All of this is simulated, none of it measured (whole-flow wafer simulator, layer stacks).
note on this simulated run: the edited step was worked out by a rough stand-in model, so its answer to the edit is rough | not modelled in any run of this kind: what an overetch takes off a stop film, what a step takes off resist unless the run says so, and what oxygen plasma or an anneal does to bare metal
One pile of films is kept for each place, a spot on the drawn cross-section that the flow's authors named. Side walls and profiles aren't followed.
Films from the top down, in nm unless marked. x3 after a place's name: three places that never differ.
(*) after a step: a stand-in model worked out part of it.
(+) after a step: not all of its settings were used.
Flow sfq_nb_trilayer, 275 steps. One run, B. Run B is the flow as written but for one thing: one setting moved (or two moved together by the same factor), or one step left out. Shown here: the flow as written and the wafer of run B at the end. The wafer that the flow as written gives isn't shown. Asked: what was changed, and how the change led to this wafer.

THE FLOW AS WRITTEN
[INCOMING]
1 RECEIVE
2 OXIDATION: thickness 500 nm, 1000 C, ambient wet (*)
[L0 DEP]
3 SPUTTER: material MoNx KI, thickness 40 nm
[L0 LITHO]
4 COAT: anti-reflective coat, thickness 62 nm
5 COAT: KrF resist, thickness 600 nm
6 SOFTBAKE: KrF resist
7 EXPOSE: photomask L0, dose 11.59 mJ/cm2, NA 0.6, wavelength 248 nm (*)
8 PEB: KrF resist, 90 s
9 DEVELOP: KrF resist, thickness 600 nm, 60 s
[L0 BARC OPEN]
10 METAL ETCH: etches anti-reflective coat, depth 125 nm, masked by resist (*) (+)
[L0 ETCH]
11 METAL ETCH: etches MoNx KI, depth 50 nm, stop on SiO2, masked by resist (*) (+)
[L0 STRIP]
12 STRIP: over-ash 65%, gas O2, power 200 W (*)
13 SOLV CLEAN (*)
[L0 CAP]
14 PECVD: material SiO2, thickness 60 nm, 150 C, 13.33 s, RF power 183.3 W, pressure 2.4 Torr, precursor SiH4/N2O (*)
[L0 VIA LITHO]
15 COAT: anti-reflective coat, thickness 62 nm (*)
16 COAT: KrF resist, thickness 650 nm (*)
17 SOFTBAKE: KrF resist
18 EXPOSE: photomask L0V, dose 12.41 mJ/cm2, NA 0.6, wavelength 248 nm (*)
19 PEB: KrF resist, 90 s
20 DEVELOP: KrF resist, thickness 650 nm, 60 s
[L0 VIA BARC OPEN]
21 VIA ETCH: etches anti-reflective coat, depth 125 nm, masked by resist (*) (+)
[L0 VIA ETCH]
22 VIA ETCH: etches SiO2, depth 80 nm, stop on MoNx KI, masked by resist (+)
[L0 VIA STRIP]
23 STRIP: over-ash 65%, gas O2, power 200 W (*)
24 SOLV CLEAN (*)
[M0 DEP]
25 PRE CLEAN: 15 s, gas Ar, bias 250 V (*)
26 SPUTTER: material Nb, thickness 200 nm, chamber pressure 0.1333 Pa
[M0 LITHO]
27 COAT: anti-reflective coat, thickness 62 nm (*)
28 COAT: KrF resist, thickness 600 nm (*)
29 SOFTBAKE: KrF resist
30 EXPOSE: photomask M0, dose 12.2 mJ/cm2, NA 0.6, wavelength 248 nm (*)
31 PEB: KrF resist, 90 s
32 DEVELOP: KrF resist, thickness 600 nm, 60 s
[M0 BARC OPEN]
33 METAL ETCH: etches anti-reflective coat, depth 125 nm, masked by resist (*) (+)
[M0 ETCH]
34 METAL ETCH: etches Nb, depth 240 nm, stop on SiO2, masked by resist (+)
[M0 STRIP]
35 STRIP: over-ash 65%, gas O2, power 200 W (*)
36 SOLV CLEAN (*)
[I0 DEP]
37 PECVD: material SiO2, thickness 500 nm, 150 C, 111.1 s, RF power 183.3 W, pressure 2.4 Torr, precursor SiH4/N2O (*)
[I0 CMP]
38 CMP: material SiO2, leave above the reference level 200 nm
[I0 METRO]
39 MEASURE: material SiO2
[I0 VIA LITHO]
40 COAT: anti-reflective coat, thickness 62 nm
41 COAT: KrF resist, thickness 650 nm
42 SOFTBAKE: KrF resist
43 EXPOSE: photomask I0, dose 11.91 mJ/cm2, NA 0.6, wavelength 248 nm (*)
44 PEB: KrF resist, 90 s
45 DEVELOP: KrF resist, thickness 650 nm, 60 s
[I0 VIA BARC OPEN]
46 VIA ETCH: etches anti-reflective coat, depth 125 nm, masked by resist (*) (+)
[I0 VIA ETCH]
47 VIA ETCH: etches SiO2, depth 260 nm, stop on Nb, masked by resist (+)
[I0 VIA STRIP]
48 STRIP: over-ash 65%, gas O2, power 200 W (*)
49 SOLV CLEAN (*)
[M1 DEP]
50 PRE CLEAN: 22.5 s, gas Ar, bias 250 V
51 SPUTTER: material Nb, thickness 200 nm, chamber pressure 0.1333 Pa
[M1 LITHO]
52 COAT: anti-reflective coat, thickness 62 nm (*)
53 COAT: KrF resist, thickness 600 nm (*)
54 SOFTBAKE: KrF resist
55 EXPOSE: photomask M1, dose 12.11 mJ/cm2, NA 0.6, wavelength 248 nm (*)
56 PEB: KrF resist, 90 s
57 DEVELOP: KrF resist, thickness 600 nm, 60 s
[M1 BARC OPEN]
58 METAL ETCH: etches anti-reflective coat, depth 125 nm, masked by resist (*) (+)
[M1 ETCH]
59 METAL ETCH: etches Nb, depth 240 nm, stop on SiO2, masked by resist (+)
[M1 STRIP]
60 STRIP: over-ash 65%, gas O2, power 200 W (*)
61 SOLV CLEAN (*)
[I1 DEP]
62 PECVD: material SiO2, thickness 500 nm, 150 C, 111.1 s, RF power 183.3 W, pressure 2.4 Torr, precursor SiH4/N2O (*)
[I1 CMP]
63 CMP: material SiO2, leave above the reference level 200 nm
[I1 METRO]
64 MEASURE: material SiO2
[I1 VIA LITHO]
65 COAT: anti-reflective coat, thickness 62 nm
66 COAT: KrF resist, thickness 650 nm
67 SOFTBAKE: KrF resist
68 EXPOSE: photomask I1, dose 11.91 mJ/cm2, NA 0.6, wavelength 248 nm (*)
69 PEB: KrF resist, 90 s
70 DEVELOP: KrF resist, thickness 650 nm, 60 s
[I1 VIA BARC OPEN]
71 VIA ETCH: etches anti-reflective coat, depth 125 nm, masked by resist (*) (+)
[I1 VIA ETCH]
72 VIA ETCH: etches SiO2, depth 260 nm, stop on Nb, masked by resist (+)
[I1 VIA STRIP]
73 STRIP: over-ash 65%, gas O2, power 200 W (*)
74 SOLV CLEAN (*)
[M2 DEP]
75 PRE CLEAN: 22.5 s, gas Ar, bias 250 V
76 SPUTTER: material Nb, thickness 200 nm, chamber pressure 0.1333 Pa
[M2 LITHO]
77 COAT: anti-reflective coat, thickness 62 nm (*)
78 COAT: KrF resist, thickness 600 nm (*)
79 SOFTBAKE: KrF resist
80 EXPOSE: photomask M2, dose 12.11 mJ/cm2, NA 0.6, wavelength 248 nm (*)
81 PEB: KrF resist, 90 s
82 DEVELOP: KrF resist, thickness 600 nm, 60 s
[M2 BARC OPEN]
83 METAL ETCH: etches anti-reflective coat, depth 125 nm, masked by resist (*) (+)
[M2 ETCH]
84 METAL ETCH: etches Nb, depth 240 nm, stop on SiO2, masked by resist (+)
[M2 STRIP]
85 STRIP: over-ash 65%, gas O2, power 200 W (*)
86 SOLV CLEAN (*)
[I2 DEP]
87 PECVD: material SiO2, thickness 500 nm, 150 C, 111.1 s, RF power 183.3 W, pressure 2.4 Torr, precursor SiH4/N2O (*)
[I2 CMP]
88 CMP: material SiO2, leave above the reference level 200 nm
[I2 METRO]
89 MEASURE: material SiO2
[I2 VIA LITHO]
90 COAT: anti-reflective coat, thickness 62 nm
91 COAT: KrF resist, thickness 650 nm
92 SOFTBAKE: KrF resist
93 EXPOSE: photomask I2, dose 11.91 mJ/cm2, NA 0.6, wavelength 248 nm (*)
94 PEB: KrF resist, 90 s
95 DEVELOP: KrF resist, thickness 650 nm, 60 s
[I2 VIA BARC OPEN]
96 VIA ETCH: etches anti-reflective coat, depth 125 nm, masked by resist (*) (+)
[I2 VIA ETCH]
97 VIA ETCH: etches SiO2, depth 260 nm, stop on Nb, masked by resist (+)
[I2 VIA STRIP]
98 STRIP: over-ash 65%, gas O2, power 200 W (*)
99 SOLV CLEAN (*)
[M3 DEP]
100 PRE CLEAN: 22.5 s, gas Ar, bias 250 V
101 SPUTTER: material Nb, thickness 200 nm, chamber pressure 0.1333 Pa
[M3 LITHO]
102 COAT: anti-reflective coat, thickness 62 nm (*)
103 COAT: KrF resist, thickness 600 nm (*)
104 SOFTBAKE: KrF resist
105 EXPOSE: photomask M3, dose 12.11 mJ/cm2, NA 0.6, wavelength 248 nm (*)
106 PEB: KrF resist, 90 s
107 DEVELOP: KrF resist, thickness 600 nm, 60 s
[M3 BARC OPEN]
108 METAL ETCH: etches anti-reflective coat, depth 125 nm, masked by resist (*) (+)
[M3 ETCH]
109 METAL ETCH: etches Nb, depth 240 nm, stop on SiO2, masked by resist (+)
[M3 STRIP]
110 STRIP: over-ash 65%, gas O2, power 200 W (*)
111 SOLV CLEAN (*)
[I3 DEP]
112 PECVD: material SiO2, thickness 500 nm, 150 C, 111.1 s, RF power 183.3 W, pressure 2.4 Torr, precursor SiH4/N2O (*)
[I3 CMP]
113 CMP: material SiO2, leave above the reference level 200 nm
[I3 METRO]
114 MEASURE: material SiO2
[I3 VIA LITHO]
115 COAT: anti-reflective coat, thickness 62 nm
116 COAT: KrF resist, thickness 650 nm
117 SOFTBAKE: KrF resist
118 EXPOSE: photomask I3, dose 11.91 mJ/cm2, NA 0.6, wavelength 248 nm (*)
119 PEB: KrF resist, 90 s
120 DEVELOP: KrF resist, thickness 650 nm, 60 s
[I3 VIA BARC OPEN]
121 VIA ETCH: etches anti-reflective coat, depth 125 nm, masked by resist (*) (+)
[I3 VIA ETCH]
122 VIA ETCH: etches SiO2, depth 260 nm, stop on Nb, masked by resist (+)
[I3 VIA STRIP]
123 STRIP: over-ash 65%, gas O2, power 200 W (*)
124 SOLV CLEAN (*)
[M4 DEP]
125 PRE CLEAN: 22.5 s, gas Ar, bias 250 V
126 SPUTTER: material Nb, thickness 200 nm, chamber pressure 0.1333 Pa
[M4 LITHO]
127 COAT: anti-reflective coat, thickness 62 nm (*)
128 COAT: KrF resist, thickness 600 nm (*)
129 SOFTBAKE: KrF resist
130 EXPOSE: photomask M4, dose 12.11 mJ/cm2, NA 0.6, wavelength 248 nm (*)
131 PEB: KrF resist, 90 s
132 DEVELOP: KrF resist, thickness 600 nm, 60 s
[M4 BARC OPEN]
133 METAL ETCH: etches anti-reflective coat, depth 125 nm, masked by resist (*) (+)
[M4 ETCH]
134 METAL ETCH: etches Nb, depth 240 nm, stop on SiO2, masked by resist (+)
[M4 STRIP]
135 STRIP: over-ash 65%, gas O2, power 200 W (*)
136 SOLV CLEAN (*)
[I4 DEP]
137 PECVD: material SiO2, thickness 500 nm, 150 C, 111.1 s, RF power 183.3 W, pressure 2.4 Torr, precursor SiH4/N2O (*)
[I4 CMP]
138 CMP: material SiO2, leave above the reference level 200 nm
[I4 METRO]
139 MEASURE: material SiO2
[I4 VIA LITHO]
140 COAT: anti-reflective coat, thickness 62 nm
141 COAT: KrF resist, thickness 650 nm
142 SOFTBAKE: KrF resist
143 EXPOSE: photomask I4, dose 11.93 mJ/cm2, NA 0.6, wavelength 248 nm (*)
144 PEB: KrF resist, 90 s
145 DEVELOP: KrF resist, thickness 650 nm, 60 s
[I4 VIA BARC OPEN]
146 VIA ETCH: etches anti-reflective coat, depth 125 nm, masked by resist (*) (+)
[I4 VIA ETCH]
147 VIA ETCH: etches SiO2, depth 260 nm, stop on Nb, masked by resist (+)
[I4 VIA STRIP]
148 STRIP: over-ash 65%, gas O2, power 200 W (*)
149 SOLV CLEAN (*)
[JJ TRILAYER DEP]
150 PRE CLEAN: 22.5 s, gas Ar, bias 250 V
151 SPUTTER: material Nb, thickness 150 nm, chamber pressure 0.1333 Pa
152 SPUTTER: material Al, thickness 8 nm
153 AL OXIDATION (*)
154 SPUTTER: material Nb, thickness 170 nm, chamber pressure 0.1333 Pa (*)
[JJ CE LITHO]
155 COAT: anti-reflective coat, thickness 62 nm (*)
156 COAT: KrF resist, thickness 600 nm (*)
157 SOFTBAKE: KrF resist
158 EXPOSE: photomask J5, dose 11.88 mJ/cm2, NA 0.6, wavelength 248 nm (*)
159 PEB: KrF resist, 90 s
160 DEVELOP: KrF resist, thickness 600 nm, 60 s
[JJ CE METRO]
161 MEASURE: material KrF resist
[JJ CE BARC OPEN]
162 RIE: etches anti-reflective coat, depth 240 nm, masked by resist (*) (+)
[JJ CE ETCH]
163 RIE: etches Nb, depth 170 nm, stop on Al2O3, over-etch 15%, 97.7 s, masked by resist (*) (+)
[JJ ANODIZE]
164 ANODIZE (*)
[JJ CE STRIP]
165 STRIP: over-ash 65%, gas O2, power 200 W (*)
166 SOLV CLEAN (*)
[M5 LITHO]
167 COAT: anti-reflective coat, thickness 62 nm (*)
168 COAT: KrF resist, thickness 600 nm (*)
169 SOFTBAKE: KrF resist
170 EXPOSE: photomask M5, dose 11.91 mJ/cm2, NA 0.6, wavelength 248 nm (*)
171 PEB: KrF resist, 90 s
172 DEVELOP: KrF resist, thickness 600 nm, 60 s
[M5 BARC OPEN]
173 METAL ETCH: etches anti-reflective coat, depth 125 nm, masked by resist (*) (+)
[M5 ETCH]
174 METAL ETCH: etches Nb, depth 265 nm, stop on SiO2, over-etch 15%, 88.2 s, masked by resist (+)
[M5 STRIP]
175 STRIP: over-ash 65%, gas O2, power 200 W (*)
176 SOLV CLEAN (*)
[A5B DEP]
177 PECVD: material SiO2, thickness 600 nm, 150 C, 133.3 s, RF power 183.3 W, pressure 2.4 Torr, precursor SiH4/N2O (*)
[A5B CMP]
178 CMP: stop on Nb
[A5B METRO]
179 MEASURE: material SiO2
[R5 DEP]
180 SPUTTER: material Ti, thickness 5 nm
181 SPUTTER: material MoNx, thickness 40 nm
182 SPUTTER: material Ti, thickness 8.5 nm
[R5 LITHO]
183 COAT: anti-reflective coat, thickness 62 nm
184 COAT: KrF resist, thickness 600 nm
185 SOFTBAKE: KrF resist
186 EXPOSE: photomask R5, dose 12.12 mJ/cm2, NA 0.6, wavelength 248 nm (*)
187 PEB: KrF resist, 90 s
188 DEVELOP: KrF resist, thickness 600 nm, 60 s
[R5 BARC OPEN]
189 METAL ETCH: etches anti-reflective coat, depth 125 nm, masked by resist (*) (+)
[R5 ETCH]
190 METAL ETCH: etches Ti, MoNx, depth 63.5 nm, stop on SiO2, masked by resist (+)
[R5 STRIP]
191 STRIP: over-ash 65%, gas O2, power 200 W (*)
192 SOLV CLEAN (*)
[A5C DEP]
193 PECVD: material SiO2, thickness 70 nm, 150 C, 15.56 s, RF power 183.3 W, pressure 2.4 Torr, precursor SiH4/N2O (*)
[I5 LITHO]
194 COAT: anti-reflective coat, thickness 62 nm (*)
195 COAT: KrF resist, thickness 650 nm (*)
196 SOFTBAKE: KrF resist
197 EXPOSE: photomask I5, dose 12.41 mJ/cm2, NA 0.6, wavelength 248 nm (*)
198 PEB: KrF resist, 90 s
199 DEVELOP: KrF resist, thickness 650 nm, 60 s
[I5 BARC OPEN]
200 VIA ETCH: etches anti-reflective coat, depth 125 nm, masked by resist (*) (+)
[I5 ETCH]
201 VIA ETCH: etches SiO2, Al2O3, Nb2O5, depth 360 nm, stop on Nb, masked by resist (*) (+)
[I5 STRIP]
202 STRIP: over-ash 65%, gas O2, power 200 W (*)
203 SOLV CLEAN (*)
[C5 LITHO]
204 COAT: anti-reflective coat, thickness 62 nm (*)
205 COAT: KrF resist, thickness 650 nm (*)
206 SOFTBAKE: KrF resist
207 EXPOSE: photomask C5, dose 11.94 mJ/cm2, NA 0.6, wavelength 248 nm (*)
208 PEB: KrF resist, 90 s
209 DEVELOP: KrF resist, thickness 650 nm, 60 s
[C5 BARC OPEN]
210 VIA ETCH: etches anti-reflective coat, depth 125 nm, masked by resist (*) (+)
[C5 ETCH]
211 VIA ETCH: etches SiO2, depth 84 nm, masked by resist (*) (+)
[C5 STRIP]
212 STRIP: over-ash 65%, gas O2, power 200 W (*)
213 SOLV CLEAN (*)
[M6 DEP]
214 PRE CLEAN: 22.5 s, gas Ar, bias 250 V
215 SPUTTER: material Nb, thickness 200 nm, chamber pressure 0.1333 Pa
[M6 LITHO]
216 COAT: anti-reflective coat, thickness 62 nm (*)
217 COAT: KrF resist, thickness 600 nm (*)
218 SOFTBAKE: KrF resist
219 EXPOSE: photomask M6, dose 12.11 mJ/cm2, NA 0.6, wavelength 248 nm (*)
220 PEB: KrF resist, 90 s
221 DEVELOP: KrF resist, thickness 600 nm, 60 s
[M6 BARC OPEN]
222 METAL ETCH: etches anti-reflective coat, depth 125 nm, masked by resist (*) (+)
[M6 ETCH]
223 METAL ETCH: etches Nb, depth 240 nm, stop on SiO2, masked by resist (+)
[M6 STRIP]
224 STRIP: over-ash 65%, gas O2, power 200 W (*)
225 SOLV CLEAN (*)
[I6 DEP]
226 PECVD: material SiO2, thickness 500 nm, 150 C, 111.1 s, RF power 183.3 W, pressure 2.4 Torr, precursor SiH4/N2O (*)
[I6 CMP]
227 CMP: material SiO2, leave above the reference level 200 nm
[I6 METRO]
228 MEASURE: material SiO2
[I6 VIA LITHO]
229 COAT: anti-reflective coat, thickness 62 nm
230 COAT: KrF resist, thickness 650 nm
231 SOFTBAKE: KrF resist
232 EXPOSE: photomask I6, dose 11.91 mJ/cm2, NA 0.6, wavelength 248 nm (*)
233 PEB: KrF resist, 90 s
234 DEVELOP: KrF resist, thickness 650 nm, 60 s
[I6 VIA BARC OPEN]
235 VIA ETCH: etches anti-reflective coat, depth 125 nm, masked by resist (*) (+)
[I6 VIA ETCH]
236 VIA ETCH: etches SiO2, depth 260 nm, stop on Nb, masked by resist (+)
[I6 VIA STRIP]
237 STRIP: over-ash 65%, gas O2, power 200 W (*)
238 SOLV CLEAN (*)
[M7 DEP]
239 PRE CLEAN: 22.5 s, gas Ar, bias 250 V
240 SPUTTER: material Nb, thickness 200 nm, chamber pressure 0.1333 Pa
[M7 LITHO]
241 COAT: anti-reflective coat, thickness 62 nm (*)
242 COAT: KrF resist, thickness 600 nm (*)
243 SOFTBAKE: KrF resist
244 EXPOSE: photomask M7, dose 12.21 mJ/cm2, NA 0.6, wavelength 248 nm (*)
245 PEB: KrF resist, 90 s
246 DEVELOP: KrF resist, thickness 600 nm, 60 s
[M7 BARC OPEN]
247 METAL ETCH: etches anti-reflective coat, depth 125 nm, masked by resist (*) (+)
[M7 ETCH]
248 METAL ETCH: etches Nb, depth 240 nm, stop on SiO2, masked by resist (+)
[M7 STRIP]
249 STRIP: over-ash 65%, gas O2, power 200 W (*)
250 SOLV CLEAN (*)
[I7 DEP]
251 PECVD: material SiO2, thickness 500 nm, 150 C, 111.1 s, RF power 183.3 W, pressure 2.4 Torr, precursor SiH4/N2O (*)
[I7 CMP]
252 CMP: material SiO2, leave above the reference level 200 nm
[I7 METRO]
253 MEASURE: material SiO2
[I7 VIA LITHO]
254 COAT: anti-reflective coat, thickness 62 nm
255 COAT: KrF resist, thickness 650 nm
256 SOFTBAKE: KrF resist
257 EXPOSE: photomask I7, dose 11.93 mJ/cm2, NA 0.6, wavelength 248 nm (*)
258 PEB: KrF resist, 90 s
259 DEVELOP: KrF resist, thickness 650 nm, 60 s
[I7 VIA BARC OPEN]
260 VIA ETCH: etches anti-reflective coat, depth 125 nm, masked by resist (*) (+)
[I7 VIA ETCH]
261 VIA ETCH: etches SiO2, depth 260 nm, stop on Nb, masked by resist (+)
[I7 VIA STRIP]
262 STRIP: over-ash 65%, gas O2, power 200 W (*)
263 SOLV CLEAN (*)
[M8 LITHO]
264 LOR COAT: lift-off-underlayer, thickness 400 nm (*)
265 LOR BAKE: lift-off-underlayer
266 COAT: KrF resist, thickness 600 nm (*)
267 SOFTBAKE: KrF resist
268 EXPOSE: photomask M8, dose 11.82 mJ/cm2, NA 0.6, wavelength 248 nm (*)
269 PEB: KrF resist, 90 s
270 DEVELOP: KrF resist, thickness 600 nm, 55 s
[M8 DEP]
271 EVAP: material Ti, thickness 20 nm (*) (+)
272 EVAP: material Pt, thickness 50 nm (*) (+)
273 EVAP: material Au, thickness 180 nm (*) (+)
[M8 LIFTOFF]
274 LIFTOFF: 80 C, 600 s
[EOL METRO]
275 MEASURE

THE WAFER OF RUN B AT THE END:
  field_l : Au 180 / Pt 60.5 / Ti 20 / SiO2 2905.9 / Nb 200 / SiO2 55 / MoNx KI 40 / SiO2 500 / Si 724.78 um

The cause: step 272, EVAP: thickness 60.5 nm was run, where the flow has thickness 50 nm.
It can be read off the wafer: field_l has Pt 60.5, and step 272 as written asks for 50 nm.

How the change led to this, step by step:
  272 EVAP: material Pt, thickness 50 nm (*) (+)
      field_l, v_sur, via_wl and 103 more: Pt +60.5 (new film) (as written it would be: Pt +50 (new film))
  274 LIFTOFF: 80 C, 600 s
      p4_fl, p4_fm, p4_w1 and 71 more: Au -180 (all of it), Pt -60.5 (all of it), Ti -20 (all of it), KrF resist -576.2 (all of it), lift-off-underlayer -400 (all of it) (as written it would be: Au -180 (all of it), Pt -50 (all of it), Ti -20 (all of it), KrF resist -576.2 (all of it), lift-off-underlayer -400 (all of it))
      c5j, ce_r: Au -180 (all of it), Pt -60.5 (all of it), Ti -20 (all of it), KrF resist -573.3 (all of it), lift-off-underlayer -399.3 (all of it) (as written it would be: Au -180 (all of it), Pt -50 (all of it), Ti -20 (all of it), KrF resist -573.3 (all of it), lift-off-underlayer -399.3 (all of it))
      (and at 19 more places)
